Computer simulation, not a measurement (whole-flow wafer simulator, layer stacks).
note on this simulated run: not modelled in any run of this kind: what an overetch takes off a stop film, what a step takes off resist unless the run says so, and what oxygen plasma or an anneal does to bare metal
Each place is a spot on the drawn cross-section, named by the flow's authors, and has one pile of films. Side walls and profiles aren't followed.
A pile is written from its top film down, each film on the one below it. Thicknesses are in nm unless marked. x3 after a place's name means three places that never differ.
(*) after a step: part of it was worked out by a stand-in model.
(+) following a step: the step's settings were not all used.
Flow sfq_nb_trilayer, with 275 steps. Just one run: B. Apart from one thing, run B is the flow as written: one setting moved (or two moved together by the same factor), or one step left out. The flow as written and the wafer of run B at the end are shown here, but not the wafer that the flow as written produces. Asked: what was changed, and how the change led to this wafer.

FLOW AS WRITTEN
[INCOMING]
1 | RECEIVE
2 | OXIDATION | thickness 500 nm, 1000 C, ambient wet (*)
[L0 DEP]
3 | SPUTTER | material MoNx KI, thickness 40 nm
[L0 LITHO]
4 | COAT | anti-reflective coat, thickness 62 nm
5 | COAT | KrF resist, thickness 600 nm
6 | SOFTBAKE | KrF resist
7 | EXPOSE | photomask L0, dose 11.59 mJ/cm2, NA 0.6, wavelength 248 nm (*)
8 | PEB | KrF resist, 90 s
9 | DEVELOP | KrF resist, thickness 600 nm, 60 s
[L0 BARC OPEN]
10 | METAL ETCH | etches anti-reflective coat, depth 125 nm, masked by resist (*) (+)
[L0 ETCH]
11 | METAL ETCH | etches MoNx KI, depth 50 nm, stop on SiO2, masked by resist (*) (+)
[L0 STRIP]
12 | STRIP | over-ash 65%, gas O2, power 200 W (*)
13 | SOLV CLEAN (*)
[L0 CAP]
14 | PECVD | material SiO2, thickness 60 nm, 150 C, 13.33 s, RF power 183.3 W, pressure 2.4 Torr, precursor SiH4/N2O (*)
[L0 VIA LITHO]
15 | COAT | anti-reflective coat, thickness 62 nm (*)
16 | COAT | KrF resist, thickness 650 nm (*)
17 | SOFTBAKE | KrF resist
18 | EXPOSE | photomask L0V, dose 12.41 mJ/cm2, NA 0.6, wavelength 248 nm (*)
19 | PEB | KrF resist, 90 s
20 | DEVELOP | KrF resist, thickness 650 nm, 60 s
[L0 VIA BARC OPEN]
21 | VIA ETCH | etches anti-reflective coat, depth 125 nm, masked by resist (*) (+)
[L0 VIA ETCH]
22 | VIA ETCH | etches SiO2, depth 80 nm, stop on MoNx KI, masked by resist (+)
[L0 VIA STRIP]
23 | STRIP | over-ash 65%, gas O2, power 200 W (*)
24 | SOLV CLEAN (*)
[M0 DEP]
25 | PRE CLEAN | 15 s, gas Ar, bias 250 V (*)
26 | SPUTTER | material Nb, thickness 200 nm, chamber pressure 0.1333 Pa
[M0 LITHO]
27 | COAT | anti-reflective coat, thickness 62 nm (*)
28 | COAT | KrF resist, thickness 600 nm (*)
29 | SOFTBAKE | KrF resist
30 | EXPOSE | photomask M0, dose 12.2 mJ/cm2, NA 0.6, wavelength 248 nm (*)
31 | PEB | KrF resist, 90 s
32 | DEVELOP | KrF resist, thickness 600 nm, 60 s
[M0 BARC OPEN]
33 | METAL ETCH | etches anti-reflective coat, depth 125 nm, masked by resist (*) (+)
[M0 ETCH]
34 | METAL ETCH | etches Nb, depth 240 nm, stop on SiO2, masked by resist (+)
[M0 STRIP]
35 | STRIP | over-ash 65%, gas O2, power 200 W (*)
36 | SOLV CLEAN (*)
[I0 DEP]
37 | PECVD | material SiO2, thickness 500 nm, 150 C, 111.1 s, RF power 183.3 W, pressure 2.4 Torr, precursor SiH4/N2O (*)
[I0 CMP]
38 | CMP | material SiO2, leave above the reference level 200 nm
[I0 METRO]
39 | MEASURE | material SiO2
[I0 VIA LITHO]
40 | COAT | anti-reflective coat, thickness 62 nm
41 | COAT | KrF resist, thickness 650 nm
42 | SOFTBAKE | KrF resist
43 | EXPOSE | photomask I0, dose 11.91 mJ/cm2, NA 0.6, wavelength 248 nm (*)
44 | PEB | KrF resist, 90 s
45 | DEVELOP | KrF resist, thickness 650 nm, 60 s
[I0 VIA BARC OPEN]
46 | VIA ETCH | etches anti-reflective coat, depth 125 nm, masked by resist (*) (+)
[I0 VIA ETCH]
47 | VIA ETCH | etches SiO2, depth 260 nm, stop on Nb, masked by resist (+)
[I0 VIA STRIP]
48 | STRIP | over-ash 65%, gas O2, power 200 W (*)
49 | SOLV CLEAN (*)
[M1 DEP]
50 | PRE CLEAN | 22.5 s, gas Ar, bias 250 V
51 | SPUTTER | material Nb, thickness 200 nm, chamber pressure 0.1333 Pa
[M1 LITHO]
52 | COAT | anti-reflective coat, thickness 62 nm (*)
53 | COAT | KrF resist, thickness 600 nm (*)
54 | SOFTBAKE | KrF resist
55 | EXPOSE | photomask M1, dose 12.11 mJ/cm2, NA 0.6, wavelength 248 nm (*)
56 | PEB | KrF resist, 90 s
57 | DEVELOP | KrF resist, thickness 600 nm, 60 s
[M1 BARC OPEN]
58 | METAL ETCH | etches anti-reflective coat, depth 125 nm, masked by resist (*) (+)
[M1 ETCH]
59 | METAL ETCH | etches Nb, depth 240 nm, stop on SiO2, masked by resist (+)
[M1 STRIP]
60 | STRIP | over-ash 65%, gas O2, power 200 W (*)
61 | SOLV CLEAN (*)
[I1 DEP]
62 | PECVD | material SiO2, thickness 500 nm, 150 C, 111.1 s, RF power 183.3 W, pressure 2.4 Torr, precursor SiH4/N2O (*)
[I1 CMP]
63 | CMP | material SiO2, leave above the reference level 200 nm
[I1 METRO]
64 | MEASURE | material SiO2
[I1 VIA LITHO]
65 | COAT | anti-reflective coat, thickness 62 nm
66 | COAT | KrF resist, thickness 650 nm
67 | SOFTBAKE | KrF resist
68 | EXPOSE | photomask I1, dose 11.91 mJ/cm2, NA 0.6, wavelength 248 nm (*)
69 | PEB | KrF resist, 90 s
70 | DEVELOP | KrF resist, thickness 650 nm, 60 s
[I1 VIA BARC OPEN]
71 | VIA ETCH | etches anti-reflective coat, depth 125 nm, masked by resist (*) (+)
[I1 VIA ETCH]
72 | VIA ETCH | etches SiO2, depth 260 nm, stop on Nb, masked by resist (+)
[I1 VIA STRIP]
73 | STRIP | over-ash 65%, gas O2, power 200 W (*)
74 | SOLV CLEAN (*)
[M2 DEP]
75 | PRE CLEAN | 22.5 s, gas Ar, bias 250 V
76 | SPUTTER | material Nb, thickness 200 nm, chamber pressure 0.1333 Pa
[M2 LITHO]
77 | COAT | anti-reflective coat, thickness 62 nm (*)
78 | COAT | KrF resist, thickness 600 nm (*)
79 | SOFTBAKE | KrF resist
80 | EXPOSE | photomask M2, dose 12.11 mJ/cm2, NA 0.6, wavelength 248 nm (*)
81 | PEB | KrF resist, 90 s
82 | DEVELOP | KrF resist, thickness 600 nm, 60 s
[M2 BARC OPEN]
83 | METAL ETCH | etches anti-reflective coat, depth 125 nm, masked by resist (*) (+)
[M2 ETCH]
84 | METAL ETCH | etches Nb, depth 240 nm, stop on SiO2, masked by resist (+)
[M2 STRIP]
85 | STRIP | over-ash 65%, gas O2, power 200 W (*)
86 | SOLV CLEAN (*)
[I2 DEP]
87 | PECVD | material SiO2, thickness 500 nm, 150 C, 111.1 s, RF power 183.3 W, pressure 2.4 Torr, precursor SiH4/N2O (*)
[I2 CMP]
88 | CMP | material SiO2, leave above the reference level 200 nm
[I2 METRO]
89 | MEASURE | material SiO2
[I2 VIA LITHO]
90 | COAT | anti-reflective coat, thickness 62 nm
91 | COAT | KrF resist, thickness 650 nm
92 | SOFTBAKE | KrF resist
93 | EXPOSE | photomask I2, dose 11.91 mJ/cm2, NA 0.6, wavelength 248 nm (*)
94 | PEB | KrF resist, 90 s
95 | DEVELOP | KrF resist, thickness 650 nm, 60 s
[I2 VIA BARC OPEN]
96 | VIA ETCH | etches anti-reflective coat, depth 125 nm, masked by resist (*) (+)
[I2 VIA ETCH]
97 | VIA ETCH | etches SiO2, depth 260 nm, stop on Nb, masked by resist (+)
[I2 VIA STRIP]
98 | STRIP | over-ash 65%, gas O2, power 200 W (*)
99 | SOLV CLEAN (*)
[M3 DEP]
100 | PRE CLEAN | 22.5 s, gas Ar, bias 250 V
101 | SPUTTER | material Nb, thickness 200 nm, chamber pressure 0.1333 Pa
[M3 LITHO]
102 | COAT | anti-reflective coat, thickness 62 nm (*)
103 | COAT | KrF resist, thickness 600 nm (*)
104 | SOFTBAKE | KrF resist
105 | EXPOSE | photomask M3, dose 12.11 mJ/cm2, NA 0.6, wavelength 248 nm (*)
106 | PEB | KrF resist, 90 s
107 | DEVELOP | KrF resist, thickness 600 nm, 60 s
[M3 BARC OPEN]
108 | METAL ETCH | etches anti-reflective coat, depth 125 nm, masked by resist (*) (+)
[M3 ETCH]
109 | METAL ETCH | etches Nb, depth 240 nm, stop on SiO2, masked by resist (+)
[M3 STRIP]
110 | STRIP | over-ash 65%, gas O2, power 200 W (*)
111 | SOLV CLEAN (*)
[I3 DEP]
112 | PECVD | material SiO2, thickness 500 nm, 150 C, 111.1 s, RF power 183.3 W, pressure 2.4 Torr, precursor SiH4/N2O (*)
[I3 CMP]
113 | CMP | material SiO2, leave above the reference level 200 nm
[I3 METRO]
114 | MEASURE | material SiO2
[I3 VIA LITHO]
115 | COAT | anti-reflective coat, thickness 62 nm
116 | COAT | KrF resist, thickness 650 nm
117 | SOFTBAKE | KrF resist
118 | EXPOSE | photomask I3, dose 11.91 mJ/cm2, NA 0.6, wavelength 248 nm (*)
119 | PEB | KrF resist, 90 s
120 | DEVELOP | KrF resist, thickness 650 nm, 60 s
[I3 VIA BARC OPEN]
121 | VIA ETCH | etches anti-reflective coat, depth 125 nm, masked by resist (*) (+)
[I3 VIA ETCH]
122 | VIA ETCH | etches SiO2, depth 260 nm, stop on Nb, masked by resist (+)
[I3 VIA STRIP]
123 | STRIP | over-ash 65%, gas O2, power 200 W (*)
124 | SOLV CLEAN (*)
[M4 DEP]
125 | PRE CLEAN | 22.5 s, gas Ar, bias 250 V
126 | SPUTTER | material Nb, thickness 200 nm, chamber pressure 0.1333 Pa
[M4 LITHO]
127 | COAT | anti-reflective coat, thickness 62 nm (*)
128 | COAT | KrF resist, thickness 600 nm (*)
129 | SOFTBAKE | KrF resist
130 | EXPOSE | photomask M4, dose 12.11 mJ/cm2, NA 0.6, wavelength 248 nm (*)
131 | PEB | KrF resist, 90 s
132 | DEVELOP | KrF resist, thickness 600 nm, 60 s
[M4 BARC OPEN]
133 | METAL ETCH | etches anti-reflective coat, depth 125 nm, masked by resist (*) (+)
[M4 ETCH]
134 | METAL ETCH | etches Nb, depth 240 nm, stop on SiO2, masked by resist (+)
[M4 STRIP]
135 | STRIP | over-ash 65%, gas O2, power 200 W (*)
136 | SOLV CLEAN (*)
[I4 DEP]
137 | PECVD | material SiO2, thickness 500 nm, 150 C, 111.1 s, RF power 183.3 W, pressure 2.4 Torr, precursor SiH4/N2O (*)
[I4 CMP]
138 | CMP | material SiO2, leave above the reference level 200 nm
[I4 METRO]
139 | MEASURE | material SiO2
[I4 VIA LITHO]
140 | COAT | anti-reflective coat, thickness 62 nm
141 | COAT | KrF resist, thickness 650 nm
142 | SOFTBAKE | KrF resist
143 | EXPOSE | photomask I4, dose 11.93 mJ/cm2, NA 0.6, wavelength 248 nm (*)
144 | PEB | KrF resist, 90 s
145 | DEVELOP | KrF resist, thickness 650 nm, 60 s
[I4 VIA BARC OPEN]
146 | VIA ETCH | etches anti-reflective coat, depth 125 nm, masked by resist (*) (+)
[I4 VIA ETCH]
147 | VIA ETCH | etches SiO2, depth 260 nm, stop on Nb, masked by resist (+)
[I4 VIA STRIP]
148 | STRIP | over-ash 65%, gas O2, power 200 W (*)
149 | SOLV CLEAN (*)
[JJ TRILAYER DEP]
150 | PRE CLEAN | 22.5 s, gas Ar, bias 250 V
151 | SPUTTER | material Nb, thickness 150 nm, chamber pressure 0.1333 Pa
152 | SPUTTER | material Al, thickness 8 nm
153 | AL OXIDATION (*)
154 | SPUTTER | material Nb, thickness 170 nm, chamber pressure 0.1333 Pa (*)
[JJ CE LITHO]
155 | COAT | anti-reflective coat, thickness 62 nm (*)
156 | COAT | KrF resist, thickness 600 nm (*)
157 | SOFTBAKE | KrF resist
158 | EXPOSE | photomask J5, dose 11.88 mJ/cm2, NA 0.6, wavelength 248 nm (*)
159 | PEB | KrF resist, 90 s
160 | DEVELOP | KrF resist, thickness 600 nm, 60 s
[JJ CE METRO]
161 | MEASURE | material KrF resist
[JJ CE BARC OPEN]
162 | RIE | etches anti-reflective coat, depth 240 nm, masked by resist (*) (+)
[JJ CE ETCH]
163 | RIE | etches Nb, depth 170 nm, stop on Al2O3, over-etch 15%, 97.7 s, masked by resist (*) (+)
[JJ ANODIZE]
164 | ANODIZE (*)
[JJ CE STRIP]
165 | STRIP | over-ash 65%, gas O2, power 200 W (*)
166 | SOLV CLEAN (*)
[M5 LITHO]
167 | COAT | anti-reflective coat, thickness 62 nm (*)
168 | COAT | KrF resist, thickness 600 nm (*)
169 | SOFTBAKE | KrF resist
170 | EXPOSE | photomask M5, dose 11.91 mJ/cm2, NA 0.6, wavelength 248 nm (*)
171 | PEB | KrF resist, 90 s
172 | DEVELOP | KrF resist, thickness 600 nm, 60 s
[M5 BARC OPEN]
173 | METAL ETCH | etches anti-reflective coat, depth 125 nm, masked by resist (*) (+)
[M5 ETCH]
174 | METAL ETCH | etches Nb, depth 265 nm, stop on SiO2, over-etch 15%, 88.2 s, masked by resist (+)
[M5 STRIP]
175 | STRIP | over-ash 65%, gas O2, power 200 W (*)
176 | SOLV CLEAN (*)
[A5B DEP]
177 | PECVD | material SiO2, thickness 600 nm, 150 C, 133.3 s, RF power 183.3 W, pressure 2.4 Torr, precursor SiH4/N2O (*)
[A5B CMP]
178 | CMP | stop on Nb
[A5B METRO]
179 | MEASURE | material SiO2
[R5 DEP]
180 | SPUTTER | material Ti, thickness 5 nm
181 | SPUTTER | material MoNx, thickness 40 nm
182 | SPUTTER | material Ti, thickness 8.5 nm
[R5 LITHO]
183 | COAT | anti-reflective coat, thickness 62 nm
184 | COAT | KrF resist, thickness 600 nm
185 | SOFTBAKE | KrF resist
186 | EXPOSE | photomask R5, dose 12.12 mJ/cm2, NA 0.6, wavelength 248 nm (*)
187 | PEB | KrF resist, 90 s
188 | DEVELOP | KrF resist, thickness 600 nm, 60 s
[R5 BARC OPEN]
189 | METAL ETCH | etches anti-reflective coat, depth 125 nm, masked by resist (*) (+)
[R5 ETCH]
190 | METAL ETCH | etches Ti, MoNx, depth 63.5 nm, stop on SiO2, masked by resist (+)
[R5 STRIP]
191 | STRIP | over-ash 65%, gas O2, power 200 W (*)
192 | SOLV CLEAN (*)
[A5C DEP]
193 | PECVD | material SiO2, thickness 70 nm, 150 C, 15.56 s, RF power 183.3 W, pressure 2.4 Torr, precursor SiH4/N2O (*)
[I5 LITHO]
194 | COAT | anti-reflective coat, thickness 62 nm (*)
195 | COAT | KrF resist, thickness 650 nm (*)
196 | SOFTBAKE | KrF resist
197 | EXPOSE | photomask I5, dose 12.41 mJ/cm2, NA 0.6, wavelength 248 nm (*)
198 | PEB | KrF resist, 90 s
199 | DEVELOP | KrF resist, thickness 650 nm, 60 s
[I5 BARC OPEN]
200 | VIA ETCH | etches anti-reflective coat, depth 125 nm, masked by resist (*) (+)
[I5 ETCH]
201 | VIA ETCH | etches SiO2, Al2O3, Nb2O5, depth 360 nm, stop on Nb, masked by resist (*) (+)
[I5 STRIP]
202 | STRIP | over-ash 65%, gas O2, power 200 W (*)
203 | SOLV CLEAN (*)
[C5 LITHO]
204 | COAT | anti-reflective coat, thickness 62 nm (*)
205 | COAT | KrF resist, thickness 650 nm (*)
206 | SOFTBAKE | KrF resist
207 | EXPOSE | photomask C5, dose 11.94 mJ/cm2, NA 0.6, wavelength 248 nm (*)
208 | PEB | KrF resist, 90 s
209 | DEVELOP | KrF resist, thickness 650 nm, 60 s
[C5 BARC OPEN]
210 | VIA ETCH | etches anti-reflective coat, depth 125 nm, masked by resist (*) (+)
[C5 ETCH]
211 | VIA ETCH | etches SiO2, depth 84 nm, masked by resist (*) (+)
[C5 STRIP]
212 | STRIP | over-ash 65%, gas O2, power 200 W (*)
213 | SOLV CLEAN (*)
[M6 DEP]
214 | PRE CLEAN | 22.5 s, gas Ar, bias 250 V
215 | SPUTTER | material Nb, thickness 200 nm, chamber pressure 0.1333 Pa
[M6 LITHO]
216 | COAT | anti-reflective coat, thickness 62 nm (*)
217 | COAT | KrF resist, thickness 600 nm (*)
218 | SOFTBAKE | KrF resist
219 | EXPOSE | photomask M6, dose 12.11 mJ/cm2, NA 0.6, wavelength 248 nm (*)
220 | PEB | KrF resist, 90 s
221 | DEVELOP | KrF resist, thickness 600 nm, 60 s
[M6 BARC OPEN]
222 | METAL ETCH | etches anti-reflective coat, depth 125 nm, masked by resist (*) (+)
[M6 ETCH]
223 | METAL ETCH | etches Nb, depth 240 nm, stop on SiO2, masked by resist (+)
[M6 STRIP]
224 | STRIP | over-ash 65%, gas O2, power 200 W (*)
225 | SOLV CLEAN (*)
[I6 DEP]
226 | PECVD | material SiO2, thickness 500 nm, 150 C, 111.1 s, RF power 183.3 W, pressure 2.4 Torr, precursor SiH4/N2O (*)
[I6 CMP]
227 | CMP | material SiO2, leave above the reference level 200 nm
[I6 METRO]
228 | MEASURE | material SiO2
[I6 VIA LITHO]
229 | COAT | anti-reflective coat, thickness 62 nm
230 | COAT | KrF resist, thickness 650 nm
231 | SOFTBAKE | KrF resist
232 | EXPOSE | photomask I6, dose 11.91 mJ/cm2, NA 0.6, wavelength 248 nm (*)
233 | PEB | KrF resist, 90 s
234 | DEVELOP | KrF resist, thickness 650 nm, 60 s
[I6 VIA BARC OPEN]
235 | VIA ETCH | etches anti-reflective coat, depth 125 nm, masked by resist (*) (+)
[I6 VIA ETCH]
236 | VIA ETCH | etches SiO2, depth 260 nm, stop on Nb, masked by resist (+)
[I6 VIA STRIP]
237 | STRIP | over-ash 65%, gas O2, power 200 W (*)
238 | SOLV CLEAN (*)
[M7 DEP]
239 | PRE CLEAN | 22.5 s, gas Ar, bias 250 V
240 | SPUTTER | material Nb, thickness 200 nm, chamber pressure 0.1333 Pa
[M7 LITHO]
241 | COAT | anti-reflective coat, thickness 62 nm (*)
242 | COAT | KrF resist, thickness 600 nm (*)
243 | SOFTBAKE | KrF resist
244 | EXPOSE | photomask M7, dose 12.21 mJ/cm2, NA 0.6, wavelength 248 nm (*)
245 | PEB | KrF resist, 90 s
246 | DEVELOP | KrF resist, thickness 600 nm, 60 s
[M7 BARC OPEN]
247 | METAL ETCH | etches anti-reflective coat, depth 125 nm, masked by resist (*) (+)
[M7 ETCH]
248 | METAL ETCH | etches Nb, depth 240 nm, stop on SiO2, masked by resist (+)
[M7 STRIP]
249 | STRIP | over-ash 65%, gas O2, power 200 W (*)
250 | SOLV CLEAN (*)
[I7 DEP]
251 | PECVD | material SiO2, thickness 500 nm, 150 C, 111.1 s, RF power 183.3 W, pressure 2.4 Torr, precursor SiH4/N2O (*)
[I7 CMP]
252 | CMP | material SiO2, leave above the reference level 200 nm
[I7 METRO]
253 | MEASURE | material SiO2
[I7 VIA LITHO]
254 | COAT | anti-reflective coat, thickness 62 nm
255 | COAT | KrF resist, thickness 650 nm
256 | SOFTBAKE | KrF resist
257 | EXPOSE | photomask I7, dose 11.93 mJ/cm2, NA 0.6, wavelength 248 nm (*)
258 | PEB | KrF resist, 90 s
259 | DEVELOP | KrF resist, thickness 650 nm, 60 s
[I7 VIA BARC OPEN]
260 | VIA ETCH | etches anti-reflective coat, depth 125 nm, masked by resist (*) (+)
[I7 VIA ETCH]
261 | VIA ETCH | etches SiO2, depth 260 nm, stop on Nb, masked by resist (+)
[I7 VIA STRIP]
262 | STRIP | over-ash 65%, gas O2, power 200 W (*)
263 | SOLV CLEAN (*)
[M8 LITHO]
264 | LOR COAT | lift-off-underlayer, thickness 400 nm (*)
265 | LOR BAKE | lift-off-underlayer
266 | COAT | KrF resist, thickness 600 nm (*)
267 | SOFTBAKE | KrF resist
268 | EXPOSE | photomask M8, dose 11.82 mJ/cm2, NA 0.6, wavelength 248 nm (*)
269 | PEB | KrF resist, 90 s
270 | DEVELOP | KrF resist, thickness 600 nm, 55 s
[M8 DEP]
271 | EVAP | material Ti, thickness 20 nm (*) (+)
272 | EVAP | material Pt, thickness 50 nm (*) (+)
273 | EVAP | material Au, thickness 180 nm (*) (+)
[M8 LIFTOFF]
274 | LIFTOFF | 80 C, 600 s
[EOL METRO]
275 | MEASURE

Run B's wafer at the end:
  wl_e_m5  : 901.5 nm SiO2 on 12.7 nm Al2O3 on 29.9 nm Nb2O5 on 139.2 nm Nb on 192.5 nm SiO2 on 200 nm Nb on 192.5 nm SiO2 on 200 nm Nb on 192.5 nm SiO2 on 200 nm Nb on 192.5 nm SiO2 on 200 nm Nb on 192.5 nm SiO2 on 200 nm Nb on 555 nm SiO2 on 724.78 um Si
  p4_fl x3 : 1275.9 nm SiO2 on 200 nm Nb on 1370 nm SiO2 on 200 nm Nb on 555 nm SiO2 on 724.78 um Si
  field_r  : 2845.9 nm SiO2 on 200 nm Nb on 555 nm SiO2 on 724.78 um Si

Cause: step 240, SPUTTER: thickness 100 nm was run, whereas the flow has thickness 200 nm.

The path from the change to this, step by step:
  240 | SPUTTER | material Nb, thickness 200 nm, chamber pressure 0.1333 Pa
      field_l, v_sur, via_wl and 102 more: +100 Nb (new film) (it would be, as written: +200 Nb (new film))
      via_v: +80.4 Nb (it would be, as written: +161.1 Nb)
  241 | COAT | anti-reflective coat, thickness 62 nm (*)
      via_v: +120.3 anti-reflective coat (new film) (it would be, as written: +126 anti-reflective coat (new film))
  248 | METAL ETCH | etches Nb, depth 240 nm, stop on SiO2, masked by resist (+)
      field_l, field_r, lsp_l and 62 more: -100 Nb (all of it) (it would be, as written: -200 Nb (all of it))
      v_sur, via_wl, via_w and 38 more: -88.2 KrF resist (it would be, as written: -141.2 KrF resist)
  249 | STRIP | over-ash 65%, gas O2, power 200 W (*)
      wl_j_sl, wl_jj, wl_j_sr and 14 more: -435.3 KrF resist (all of it), -62 anti-reflective coat (all of it) (it would be, as written: -382.4 KrF resist (all of it), -62 anti-reflective coat (all of it))
      ln_m5, lsp_m, ln_m6, lsp_r: -434.9 KrF resist (all of it), -61.8 anti-reflective coat (all of it) (it would be, as written: -381.9 KrF resist (all of it), -61.8 anti-reflective coat (all of it))
      (as well as at 20 more places)
  251 | PECVD | material SiO2, thickness 500 nm, 150 C, 111.1 s, RF power 183.3 W, pressure 2.4 Torr, precursor SiH4/N2O (*)
      field_r, lsp_l: +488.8 SiO2 (it would be, as written: +477.7 SiO2)
      m7r_space_l x2: +500 SiO2 (it would be, as written: +557.1 SiO2)
      (as well as at 1 more place)
  252 | CMP | material SiO2, leave above the reference level 200 nm
      field_l, p4_fl x3, p4_w1 x9 and 46 more: -200 SiO2 (it would be, as written: -100 SiO2)
      field_r, lsp_l: -188.8 SiO2 (it would be, as written: -77.7 SiO2)
      (as well as at 5 more places)
